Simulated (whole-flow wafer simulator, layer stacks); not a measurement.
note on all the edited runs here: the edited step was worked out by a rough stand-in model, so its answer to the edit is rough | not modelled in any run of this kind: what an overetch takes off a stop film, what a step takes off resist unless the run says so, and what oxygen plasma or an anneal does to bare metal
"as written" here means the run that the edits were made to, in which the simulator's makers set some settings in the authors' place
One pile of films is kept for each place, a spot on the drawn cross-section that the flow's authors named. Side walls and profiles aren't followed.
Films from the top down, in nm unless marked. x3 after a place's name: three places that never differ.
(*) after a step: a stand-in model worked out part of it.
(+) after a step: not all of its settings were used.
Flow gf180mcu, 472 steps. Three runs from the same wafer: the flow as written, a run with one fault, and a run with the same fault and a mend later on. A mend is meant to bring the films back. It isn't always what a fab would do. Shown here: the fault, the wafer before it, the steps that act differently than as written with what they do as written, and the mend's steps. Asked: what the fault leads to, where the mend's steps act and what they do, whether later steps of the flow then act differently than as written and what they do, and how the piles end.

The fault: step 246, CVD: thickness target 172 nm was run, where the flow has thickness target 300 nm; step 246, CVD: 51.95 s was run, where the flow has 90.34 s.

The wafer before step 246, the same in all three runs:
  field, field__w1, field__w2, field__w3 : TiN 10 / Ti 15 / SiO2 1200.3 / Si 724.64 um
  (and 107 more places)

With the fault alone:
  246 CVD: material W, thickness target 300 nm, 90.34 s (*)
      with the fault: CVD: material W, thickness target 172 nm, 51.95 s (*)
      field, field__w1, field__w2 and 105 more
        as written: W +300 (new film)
        with the fault: W +173 (new film)
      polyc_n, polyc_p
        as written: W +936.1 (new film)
        with the fault: W +809.1 (new film)
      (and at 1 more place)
  Later steps of the flow that act differently than as written:
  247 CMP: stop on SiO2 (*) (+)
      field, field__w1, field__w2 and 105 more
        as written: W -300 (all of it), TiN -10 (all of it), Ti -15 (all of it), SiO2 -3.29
        with the fault: W -173 (all of it), TiN -10 (all of it), Ti -15 (all of it), SiO2 -2.01
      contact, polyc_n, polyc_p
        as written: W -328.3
        with the fault: W -200
  At the end the piles differ from the flow's only slightly at the places that both follow, by at most 2% or 0.5 nm, whichever is larger.

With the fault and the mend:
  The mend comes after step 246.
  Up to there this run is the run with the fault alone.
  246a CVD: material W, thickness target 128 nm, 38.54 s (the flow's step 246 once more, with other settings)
      field, field__w1, field__w2 and 108 more
        W +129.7
  No later step of the flow acts differently than as written, at any place that is followed, by more than 2% or 0.5 nm, whichever is larger.
  At the end the piles differ from the flow's only slightly at the places that both follow, by at most 2% or 0.5 nm, whichever is larger.
